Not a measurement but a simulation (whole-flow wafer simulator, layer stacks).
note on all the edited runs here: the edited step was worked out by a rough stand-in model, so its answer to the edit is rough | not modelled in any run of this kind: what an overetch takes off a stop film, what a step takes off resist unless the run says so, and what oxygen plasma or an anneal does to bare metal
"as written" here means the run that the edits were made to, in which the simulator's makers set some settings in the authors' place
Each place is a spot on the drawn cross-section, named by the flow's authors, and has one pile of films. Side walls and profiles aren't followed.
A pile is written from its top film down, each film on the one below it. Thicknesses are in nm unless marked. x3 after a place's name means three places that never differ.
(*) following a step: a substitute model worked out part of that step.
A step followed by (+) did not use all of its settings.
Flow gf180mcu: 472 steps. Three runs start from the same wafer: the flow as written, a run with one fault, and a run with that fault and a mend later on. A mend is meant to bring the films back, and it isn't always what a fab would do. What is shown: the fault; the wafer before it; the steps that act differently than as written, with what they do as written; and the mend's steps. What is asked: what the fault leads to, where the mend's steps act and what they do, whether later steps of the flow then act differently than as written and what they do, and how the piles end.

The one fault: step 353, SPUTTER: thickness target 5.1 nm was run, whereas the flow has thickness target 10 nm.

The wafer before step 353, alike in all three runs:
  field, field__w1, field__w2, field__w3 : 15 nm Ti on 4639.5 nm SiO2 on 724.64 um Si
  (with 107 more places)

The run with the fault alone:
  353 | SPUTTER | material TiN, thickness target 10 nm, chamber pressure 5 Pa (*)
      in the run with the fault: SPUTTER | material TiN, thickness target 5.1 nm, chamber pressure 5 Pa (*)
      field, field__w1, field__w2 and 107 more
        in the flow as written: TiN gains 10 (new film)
        in the run with the fault: TiN gains 5.1 (new film)
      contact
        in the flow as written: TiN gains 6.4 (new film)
        in the run with the fault: TiN gains 3.27 (new film)
  Steps further on in the flow that do not act as written (1 other step is not shown; it differs only slightly, by no more than 2% or 0.5 nm, whichever is larger):
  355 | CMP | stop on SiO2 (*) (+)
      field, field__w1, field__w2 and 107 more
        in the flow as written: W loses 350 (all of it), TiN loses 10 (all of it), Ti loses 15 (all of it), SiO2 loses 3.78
        in the run with the fault: W loses 350 (all of it), TiN loses 5.1 (all of it), Ti loses 15 (all of it), SiO2 loses 3.73
  The piles end different from the flow's at contact by more than 2% or 0.5 nm, whichever is larger.
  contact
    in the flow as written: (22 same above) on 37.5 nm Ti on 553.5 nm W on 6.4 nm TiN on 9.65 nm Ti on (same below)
    in the run with the fault: (22 same above) on 37.5 nm Ti on 556.7 nm W on 3.27 nm TiN on 9.65 nm Ti on (same below)

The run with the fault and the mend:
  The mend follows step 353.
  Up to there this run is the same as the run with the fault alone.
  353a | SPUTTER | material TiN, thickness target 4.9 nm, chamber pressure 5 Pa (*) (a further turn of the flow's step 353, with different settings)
      field, field__w1, field__w2 and 107 more
        TiN gains 4.9
      contact
        TiN gains 3.14
  Every later step of the flow that is run acts as written at every place that is followed.
  At every place that both follow, the piles at the end match the flow's.
